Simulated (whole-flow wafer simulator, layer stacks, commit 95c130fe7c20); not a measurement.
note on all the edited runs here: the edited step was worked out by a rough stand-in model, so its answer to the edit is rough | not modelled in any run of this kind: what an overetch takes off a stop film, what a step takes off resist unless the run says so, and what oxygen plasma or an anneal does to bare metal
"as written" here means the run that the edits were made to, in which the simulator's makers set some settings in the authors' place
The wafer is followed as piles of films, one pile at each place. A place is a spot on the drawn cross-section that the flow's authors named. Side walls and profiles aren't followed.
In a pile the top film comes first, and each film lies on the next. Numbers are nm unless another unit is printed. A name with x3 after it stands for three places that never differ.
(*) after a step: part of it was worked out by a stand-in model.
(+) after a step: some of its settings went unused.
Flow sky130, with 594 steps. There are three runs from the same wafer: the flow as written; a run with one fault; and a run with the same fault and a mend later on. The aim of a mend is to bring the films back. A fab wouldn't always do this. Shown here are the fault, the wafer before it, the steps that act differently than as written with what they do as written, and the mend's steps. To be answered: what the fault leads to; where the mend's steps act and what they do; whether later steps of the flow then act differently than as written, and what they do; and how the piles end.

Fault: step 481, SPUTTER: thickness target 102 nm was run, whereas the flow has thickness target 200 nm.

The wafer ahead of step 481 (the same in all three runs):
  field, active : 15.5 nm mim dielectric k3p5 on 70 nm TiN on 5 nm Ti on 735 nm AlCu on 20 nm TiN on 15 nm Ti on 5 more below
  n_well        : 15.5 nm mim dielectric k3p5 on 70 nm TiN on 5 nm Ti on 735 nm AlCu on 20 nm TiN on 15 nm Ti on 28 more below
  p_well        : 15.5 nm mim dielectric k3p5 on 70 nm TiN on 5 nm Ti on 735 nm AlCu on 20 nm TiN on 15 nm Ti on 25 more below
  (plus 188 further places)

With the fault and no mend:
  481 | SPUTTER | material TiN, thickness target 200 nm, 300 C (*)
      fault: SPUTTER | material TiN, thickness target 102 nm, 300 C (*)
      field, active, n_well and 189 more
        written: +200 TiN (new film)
        fault: +102 TiN (new film)
  Later steps of the flow acting differently than as written (not shown: 4 more steps that differ only slightly, by at most 2% or 0.5 nm, whichever is larger):
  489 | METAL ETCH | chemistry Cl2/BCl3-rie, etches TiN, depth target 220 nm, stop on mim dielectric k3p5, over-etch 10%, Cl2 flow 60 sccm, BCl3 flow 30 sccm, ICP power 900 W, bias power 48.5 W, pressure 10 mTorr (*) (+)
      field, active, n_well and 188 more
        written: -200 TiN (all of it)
        fault: -102 TiN (all of it)
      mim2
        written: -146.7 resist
        fault: -74.8 resist
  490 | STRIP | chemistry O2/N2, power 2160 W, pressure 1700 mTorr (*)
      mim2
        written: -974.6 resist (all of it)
        fault: -1046.5 resist (all of it)
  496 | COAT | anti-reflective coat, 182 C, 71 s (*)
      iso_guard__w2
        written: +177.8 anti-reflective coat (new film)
        fault: +116.4 anti-reflective coat (new film)
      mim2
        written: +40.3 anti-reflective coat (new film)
        fault: +31.6 anti-reflective coat (new film)
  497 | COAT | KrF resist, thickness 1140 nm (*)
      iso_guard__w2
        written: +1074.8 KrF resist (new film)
        fault: +1116.3 KrF resist (new film)
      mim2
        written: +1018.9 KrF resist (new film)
        fault: +1101.3 KrF resist (new film)
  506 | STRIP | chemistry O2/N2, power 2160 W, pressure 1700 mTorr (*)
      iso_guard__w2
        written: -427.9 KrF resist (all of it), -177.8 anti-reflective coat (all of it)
        fault: -469.2 KrF resist (all of it), -116.4 anti-reflective coat (all of it)
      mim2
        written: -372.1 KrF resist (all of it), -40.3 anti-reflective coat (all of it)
        fault: -454.3 KrF resist (all of it), -31.6 anti-reflective coat (all of it)
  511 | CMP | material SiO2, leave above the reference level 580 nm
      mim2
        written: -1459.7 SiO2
        fault: -1361.7 SiO2
  The piles end different from the flow's at mim2 by more than 2% or 0.5 nm, whichever is larger.
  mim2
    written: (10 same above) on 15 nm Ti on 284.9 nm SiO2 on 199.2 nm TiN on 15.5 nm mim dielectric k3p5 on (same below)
    fault: (10 same above) on 15 nm Ti on 382.9 nm SiO2 on 101.2 nm TiN on 15.5 nm mim dielectric k3p5 on (same below)

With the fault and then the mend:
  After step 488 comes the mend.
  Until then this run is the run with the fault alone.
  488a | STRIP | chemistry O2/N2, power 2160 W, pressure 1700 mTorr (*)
      mim2
        -1121.3 resist (all of it)
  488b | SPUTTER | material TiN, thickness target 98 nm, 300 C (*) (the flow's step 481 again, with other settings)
      field, active, n_well and 189 more
        +98 TiN
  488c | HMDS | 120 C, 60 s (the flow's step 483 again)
      alters no film at any place that is followed
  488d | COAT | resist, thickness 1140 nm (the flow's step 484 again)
      field, active, n_well and 187 more
        +1140 resist (new film)
      m1, via3_hole
        +1140.6 resist (new film)
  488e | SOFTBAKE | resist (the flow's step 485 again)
      alters no film at any place that is followed
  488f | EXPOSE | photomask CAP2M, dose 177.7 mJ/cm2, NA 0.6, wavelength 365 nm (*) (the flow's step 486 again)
      alters no film at any place that is followed
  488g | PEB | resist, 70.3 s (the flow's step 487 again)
      field, active, n_well and 189 more
        -18.7 resist
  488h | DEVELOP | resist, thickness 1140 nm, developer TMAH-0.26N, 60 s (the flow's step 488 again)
      field, active, n_well and 186 more
        -1121.3 resist (all of it)
      m1, via3_hole
        -1121.9 resist (all of it)
  Later steps of the flow that are run all act as written at every place that is followed.
  The piles end the same as the flow's at every place that both follow.
